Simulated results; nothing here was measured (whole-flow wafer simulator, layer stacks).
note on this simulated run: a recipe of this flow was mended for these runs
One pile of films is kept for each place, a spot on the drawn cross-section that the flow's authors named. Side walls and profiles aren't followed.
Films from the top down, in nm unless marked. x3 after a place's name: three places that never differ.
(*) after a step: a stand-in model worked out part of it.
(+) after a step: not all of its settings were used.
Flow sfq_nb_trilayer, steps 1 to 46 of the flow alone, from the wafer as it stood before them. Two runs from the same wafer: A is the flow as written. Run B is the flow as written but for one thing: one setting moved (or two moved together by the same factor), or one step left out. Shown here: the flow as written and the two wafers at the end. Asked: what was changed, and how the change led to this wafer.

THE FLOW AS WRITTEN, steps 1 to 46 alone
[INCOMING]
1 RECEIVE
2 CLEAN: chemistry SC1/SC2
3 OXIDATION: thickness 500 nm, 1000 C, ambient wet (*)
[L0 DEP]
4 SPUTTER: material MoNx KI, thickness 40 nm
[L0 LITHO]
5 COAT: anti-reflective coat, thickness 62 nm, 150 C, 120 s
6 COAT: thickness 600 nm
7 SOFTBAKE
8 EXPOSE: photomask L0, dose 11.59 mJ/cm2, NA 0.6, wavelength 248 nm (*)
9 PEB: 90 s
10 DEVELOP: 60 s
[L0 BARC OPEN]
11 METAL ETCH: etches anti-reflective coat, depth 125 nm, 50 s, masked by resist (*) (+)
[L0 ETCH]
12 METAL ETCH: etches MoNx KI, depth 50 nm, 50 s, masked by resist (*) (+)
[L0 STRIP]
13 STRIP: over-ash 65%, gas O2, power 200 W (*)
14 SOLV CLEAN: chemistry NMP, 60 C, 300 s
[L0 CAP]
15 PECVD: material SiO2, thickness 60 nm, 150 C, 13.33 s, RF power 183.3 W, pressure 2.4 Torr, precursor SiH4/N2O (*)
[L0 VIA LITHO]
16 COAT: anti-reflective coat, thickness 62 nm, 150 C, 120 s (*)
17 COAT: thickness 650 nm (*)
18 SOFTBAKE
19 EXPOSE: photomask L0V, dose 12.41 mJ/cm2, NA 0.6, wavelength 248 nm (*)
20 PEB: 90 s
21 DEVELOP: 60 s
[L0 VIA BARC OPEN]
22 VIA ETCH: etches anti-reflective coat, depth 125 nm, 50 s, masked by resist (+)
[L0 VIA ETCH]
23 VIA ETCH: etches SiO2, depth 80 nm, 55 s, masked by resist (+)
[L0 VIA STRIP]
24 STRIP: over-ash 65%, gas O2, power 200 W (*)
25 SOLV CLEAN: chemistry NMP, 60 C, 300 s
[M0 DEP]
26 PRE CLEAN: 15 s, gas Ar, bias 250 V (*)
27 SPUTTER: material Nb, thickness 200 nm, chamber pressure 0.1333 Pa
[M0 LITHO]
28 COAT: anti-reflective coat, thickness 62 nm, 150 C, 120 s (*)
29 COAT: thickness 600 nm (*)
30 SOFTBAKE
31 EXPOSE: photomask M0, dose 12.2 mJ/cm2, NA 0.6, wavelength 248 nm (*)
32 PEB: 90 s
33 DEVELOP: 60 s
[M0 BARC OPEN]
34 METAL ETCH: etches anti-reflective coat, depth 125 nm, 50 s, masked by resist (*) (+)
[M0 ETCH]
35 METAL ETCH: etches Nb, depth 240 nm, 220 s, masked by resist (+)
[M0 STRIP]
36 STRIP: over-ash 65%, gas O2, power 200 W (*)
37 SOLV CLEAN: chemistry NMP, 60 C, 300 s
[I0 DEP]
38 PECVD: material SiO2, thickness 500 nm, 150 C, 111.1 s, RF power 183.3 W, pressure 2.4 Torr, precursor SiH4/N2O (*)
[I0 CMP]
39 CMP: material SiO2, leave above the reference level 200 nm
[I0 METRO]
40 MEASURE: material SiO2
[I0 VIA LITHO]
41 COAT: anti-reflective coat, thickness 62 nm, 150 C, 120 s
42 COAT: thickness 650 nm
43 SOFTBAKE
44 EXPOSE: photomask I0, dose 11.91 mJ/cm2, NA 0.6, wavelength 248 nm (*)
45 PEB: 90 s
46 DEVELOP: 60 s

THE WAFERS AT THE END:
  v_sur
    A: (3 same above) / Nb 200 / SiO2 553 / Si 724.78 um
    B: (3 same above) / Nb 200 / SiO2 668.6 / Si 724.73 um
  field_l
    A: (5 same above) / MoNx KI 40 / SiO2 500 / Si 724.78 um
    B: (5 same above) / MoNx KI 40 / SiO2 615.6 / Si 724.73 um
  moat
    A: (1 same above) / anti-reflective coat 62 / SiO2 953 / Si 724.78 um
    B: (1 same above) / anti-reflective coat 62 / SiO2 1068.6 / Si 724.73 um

The cause: step 3, OXIDATION: 1035 C was run, where the flow has 1000 C.

How the change led to this, step by step:
  3 OXIDATION: thickness 500 nm, 1000 C, ambient wet (*)
      field_l, v_sur, via_wl and 103 more: A SiO2 +500 (new film), chemical SiO2 -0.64 (all of it), Si -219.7 | B SiO2 +615.6 (new film), chemical SiO2 -0.64 (all of it), Si -270.6
